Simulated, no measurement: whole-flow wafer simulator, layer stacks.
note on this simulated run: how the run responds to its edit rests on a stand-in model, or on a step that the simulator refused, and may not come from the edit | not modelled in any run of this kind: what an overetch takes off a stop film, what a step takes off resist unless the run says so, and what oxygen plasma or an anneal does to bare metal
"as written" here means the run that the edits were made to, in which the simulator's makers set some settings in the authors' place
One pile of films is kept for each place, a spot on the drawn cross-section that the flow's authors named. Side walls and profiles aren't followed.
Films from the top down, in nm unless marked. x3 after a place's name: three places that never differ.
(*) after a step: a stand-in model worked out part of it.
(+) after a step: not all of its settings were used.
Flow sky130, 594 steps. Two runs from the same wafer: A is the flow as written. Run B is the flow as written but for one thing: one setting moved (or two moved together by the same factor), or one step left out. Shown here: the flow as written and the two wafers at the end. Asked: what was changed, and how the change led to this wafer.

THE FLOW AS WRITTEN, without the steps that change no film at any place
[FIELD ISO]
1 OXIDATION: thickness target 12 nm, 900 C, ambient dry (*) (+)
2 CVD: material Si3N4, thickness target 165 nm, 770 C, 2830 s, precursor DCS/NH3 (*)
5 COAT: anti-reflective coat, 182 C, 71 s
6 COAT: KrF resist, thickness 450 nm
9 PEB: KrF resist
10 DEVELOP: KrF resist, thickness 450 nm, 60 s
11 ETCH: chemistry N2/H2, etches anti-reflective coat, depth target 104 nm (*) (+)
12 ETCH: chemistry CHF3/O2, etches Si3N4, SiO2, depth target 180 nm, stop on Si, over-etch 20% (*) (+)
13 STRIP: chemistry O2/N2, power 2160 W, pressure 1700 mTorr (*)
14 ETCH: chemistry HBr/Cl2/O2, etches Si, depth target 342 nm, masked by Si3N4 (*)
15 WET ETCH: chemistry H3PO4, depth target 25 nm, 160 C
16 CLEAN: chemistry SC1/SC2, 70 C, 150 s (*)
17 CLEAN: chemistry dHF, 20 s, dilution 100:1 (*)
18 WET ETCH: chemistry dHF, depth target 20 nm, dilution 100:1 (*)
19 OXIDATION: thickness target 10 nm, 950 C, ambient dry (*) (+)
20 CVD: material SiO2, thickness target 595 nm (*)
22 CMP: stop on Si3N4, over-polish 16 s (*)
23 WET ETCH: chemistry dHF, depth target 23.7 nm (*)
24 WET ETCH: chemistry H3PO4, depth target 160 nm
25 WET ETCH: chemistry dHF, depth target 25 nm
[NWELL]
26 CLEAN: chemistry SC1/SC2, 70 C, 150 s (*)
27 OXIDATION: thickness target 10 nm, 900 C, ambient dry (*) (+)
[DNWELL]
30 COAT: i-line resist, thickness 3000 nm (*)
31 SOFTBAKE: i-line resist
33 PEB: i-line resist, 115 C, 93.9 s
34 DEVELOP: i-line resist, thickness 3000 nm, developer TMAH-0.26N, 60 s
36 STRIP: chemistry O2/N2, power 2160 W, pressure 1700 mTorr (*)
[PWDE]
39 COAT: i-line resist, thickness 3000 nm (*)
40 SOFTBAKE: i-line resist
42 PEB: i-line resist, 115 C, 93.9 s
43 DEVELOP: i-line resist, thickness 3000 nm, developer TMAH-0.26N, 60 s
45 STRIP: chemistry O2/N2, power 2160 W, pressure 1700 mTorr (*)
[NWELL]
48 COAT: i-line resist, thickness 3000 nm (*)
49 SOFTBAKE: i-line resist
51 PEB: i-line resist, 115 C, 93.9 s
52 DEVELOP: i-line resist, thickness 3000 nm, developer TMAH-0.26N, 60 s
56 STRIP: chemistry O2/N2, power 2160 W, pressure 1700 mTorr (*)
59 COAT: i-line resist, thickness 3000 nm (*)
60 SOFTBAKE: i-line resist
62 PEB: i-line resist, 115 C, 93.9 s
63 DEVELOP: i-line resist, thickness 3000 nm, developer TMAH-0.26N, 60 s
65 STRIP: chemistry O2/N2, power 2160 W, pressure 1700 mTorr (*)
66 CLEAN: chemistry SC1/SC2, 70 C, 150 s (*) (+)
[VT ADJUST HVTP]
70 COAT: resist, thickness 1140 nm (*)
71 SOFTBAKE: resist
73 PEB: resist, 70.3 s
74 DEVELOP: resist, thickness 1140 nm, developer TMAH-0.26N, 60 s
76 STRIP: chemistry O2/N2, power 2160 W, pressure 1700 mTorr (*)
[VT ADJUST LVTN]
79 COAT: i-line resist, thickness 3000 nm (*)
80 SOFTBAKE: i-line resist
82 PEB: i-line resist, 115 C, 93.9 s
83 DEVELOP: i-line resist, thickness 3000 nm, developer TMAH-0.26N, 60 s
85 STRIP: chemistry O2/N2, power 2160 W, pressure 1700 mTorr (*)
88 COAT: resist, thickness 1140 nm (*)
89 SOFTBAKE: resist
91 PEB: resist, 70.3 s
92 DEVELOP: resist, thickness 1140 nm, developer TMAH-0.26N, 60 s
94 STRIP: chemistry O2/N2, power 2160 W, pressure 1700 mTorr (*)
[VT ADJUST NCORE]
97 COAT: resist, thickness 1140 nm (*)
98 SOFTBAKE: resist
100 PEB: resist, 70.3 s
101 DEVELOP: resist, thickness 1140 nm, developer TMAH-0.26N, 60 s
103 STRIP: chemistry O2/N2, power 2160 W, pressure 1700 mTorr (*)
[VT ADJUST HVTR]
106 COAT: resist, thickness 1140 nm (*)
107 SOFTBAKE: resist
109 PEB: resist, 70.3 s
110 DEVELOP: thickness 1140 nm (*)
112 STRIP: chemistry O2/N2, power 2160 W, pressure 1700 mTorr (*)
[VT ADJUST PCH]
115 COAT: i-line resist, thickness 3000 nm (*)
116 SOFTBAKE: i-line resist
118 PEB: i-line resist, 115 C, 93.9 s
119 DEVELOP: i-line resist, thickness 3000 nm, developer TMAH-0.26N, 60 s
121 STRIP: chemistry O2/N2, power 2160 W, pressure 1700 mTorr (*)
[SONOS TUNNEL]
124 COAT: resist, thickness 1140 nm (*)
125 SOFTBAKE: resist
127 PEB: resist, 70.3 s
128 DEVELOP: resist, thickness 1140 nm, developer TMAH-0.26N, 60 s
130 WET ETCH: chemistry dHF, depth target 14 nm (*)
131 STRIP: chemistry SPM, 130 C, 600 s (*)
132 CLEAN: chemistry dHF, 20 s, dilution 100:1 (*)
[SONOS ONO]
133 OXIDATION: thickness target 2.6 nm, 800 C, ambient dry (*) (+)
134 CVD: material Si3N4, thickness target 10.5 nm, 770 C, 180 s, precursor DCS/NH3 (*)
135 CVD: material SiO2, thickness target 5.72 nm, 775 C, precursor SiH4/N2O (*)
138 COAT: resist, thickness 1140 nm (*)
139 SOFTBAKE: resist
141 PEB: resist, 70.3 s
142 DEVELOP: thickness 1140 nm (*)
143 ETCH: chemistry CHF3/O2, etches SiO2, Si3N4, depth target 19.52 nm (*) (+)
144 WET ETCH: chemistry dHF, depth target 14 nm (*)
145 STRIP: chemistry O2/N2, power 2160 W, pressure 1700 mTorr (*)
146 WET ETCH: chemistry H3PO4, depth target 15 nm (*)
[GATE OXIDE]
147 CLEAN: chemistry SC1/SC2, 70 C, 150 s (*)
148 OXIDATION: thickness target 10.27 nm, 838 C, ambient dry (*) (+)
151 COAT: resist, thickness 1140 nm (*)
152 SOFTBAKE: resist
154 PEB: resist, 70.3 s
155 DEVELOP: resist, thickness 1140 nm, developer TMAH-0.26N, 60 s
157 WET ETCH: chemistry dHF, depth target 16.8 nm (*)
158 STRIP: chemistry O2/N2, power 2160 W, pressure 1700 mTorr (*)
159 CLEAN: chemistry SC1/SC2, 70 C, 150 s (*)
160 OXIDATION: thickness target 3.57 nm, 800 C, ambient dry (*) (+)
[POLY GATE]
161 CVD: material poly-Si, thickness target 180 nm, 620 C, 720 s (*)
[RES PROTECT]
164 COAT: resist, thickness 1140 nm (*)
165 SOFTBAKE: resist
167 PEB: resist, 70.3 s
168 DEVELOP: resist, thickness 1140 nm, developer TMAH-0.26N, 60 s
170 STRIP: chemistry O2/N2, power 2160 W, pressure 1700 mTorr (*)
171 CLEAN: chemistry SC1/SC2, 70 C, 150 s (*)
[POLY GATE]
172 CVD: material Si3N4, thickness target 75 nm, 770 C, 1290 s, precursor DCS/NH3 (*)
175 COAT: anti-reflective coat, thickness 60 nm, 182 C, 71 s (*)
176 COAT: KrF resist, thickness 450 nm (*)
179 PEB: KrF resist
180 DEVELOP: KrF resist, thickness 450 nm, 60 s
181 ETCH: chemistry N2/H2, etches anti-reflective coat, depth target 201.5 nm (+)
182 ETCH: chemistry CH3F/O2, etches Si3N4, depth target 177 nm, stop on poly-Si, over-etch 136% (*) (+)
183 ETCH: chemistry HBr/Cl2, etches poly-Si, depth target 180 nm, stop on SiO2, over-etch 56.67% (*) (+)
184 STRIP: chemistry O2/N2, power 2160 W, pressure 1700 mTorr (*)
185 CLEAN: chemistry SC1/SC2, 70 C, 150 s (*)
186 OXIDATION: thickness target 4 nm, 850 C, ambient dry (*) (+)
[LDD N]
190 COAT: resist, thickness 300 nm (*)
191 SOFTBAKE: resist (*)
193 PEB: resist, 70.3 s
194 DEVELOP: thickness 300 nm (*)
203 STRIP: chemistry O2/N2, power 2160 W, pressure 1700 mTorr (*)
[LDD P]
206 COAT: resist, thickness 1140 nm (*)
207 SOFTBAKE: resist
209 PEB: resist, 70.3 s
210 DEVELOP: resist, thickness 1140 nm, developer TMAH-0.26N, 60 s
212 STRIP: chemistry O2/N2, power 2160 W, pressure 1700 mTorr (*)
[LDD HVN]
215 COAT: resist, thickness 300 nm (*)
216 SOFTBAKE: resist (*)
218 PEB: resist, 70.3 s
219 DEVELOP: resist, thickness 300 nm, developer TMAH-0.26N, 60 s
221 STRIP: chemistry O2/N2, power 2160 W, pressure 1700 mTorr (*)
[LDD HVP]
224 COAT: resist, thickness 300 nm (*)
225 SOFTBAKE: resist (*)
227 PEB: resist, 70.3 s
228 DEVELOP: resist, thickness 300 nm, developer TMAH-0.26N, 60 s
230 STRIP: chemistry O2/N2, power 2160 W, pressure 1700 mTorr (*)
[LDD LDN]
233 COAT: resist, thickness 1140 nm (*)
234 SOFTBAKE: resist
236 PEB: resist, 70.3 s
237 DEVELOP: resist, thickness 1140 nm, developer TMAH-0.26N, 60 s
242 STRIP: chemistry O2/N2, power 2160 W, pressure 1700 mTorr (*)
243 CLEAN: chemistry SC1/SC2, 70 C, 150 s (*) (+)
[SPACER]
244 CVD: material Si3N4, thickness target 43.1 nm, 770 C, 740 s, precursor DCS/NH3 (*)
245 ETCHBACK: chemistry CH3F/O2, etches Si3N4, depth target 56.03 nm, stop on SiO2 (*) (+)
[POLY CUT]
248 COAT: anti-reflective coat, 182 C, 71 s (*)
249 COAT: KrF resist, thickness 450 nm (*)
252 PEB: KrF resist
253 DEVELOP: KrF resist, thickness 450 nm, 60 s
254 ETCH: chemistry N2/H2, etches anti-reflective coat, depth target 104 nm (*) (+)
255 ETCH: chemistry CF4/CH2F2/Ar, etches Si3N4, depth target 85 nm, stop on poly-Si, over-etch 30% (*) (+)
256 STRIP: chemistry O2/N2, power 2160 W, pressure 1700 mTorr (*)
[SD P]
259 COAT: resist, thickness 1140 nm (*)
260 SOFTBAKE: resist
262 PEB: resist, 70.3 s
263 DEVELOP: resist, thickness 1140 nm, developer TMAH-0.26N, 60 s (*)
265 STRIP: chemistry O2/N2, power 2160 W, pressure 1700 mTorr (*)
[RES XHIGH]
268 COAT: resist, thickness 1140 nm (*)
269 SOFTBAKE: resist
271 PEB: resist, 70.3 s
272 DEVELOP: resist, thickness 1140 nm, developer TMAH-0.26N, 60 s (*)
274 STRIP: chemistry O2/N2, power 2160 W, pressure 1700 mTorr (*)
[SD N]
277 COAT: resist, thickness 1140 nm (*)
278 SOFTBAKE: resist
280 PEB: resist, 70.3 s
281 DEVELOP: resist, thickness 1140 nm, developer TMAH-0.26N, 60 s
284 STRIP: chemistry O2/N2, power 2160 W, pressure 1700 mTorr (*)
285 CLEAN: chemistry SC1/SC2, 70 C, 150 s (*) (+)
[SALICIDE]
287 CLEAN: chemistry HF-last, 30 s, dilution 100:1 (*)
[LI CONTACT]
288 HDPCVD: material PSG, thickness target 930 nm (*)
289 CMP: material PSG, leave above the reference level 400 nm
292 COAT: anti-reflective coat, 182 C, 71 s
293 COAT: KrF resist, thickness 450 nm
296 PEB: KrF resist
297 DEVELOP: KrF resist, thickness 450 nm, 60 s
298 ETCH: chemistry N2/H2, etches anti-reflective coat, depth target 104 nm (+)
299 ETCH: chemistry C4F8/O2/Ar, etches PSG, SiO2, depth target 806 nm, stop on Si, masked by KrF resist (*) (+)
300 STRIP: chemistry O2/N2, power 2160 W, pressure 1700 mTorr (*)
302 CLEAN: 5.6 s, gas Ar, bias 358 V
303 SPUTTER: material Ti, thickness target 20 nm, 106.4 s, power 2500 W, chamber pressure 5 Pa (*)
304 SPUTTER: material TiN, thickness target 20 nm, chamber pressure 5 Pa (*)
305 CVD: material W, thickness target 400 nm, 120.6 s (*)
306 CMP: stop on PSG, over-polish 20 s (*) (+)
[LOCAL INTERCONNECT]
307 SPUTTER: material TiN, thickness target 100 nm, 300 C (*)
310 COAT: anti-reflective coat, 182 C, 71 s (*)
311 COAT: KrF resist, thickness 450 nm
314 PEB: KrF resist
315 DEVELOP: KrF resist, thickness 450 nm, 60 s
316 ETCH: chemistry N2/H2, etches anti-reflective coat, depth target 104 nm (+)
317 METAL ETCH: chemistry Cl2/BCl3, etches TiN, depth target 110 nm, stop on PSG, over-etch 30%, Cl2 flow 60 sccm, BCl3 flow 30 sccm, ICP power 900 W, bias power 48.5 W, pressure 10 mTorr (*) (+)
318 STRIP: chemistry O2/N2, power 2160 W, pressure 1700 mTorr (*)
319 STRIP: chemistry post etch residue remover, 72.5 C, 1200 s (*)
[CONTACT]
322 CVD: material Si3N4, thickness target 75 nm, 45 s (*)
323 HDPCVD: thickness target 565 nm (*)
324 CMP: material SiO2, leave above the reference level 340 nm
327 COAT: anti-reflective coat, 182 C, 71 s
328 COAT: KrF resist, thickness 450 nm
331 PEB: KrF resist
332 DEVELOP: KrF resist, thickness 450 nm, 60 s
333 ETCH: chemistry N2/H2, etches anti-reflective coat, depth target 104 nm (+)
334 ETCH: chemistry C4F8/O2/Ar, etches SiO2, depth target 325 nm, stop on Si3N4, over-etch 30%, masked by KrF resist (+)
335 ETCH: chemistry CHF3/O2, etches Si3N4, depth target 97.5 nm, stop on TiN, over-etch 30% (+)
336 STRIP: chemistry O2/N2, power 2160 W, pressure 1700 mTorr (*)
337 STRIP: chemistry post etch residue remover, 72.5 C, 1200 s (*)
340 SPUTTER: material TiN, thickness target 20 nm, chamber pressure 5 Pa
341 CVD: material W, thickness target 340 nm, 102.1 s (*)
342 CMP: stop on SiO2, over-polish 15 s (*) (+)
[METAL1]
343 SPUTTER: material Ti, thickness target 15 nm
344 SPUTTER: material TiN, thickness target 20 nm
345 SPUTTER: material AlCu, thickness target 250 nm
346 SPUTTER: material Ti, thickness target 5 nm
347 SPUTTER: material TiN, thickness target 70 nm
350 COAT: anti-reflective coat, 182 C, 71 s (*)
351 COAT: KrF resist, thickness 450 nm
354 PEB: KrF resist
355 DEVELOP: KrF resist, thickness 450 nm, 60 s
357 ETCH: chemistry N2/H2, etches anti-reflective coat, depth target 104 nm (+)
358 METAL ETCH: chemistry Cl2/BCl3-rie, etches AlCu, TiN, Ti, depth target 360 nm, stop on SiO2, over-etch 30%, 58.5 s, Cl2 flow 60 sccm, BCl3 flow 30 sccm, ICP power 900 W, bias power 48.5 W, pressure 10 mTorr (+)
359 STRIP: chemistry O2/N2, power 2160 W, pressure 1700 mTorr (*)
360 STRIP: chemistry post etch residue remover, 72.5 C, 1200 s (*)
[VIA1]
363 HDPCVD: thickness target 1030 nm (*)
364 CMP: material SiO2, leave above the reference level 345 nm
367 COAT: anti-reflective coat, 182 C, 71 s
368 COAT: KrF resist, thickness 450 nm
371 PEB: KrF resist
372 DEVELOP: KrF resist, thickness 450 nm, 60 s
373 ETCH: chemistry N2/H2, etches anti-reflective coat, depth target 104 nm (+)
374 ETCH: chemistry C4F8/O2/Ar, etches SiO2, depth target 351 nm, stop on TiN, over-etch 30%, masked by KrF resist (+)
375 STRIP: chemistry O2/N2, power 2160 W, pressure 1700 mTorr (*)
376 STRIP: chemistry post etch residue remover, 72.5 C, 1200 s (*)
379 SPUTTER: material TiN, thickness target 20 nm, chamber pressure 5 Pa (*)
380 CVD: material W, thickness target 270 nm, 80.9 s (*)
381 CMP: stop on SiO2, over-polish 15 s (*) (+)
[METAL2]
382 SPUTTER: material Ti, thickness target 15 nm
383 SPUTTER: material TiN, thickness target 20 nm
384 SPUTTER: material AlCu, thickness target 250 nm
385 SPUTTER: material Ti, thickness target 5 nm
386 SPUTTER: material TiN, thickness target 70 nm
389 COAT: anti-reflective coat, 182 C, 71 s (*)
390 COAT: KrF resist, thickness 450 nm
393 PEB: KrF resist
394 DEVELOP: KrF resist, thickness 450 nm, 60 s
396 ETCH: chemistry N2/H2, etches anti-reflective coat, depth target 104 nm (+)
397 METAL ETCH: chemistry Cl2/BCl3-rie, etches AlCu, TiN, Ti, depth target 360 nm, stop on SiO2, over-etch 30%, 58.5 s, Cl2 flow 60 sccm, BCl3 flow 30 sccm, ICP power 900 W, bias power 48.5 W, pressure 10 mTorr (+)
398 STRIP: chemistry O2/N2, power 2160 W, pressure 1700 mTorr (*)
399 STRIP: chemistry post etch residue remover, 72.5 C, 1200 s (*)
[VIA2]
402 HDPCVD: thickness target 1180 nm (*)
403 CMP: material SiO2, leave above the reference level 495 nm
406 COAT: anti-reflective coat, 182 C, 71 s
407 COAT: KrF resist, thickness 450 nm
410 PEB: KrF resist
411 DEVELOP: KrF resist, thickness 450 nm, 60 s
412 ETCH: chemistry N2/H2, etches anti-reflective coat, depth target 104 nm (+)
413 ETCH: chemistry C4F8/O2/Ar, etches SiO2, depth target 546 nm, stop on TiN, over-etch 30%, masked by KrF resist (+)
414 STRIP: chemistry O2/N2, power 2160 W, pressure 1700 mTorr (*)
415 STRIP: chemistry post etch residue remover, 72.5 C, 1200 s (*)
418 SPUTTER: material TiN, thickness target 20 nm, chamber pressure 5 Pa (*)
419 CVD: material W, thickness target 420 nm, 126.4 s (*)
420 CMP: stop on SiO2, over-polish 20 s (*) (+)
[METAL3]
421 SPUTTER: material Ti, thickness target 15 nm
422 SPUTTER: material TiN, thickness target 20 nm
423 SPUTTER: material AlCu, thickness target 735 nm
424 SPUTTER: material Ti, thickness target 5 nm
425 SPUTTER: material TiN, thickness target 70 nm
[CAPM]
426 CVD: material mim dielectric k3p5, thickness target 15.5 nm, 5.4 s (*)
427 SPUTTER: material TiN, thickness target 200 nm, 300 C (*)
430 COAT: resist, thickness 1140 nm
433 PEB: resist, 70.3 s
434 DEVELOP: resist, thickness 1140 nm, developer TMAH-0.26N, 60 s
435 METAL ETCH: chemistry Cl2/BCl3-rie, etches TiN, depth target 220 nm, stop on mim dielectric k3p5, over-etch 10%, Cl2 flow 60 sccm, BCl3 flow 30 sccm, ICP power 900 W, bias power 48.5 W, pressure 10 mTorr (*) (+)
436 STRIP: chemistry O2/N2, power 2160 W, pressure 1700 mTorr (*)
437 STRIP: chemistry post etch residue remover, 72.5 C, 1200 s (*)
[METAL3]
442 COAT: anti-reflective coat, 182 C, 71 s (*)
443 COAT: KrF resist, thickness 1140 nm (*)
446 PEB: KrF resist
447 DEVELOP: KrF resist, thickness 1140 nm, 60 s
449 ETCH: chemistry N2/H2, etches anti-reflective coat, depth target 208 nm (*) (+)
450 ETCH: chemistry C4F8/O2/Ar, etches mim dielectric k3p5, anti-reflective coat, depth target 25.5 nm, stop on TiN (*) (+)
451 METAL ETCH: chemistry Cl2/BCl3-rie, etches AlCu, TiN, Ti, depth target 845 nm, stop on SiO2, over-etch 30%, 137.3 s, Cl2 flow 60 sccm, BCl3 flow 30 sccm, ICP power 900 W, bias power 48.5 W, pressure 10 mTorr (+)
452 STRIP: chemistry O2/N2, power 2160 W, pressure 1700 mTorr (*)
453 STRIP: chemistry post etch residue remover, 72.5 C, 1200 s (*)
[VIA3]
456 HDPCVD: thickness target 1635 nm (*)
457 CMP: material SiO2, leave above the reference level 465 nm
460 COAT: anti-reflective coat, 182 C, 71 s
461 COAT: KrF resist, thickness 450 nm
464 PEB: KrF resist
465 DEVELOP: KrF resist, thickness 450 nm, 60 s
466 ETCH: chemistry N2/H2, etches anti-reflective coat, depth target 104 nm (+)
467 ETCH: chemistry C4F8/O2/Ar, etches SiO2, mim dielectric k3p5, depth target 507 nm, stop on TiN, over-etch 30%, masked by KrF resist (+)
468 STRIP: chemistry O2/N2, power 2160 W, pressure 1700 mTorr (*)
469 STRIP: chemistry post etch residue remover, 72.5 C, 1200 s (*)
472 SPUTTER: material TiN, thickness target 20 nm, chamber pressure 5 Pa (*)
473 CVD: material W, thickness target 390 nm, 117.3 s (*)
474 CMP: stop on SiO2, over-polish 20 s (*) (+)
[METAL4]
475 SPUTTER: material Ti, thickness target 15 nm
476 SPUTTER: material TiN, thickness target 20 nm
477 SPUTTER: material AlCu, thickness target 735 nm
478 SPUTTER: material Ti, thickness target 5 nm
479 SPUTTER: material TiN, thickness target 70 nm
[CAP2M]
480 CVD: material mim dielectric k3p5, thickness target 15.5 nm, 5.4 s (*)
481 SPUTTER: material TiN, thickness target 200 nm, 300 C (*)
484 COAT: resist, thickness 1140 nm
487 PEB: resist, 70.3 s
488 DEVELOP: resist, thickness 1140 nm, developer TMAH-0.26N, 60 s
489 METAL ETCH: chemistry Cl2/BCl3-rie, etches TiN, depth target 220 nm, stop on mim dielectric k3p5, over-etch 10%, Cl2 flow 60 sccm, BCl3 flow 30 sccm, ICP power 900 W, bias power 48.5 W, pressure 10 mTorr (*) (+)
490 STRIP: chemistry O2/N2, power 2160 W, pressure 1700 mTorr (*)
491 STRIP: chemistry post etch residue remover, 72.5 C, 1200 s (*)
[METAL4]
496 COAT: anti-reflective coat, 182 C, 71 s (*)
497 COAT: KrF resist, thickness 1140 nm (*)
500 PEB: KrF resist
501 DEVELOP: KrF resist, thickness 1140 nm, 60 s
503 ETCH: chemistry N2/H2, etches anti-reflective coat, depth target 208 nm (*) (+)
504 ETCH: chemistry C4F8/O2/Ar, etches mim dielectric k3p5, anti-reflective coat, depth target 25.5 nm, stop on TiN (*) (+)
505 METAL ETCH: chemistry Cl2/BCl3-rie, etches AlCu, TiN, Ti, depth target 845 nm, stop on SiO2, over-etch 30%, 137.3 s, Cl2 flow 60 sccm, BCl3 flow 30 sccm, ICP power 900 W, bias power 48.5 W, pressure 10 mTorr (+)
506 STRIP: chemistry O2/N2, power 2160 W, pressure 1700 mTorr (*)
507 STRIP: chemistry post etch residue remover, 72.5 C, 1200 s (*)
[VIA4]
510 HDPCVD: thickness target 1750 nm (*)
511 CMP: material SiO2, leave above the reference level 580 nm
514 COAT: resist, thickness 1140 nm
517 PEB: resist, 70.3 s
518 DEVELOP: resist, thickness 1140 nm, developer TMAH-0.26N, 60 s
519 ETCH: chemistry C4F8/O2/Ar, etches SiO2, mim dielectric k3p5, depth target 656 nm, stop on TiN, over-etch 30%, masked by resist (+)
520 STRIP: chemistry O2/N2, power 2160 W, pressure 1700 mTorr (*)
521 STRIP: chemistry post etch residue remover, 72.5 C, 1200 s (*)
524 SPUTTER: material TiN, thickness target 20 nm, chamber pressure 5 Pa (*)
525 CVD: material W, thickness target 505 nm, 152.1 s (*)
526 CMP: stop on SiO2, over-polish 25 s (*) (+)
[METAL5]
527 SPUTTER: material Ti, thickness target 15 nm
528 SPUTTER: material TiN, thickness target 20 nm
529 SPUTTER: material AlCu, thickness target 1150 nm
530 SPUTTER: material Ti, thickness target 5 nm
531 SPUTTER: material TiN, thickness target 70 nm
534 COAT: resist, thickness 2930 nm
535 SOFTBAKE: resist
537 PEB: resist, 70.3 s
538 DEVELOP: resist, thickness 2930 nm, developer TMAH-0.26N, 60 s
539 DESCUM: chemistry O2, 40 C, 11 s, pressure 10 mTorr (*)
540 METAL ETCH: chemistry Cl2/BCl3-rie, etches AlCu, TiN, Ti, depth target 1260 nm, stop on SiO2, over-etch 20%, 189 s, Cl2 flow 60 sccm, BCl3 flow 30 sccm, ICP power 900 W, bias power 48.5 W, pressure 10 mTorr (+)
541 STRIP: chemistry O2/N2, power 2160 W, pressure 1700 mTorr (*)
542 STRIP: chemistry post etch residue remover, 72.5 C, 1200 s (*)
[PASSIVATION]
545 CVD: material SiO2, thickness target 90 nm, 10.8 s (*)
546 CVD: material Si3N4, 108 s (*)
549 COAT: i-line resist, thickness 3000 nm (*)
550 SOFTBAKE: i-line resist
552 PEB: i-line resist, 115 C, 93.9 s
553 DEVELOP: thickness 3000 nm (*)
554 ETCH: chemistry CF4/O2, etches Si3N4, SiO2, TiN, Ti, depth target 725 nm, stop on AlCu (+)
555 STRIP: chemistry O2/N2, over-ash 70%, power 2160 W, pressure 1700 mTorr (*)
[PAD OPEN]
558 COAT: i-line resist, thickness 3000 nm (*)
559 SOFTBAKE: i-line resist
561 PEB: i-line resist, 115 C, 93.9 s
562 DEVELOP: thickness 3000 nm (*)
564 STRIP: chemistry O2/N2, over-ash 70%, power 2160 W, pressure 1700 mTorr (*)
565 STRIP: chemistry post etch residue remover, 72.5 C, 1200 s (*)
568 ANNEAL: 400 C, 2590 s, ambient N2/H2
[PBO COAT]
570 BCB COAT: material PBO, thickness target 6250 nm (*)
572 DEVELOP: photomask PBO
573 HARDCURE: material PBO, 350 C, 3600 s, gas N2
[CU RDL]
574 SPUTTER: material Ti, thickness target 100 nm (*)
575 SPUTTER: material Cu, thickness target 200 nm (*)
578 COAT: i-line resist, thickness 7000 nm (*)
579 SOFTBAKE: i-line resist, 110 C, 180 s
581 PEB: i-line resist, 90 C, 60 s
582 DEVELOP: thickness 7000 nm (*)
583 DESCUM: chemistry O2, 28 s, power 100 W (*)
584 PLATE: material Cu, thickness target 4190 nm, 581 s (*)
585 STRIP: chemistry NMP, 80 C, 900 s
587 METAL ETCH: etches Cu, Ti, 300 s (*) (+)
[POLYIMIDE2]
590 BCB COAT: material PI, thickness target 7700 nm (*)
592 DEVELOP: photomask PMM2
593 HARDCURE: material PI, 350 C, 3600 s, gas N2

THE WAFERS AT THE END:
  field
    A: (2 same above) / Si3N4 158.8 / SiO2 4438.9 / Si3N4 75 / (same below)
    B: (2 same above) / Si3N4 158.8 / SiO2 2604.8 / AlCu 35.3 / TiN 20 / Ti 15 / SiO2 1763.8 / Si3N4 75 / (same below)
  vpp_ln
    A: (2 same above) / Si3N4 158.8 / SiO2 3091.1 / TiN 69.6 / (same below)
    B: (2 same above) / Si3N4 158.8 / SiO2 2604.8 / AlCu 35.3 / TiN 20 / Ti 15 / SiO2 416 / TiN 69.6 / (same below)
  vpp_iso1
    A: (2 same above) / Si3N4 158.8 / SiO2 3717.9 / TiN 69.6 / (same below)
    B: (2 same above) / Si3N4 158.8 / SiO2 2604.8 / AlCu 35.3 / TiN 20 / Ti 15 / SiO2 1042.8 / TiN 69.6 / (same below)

The cause: step 451, METAL ETCH: depth target 591.5 nm was run, where the flow has depth target 845 nm; step 451, METAL ETCH: 96.1 s was run, where the flow has 137.3 s.

How the change led to this, step by step:
  451 METAL ETCH: chemistry Cl2/BCl3-rie, etches AlCu, TiN, Ti, depth target 845 nm, stop on SiO2, over-etch 30%, 137.3 s, Cl2 flow 60 sccm, BCl3 flow 30 sccm, ICP power 900 W, bias power 48.5 W, pressure 10 mTorr (+)
      field, gate, spacer and 68 more: A TiN -70 (all of it), Ti -5 (all of it), AlCu -735 (all of it), TiN -20 (all of it), Ti -15 (all of it), SiO2 -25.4 | B TiN -70 (all of it), Ti -5 (all of it), AlCu -694
      active, vpp_ln, vpp_iso2 and 11 more: A TiN -70 (all of it), Ti -5 (all of it), AlCu -735 (all of it), TiN -20 (all of it), Ti -15 (all of it), SiO2 -25.3 | B TiN -70 (all of it), Ti -5 (all of it), AlCu -694
      (and at 107 more places)
  452 STRIP: chemistry O2/N2, power 2160 W, pressure 1700 mTorr (*)
      gate_hv, dice_street, pplus_nw and 75 more: A KrF resist -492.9 (all of it), anti-reflective coat -80 (all of it) | B KrF resist -657.7 (all of it), anti-reflective coat -80 (all of it)
      n_well, p_well, sd_n, sd_p, pad, mim_edge_gap, mim_edge_gap_sheet: A KrF resist -492.9 (all of it), anti-reflective coat -80 (all of it) | B KrF resist -657.6 (all of it), anti-reflective coat -80 (all of it)
      (and at 22 more places)
  453 STRIP: chemistry post etch residue remover, 72.5 C, 1200 s (*)
      field, active, gate and 82 more: A nothing | B AlCu -5.72
  456 HDPCVD: thickness target 1635 nm (*)
      field, active, gate and 82 more: A SiO2 +1635 | B SiO2 +1635 (new film)
  457 CMP: material SiO2, leave above the reference level 465 nm
      field, active, gate and 82 more: A SiO2 -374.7 | B SiO2 -470.3
Counting metal films that touch as one body, field has 1 body; the flow as written gives 0 bodies.
Counting metal films that touch as one body, vpp_ln has 3 bodies (between them, from the top down: SiO2 416; SiO2 267.2); the flow as written gives 2 bodies (between them, from the top down: SiO2 267.2).
Counting metal films that touch as one body, vpp_iso1 has 2 bodies (between them, from the top down: SiO2 1042.8); the flow as written gives 1 body.
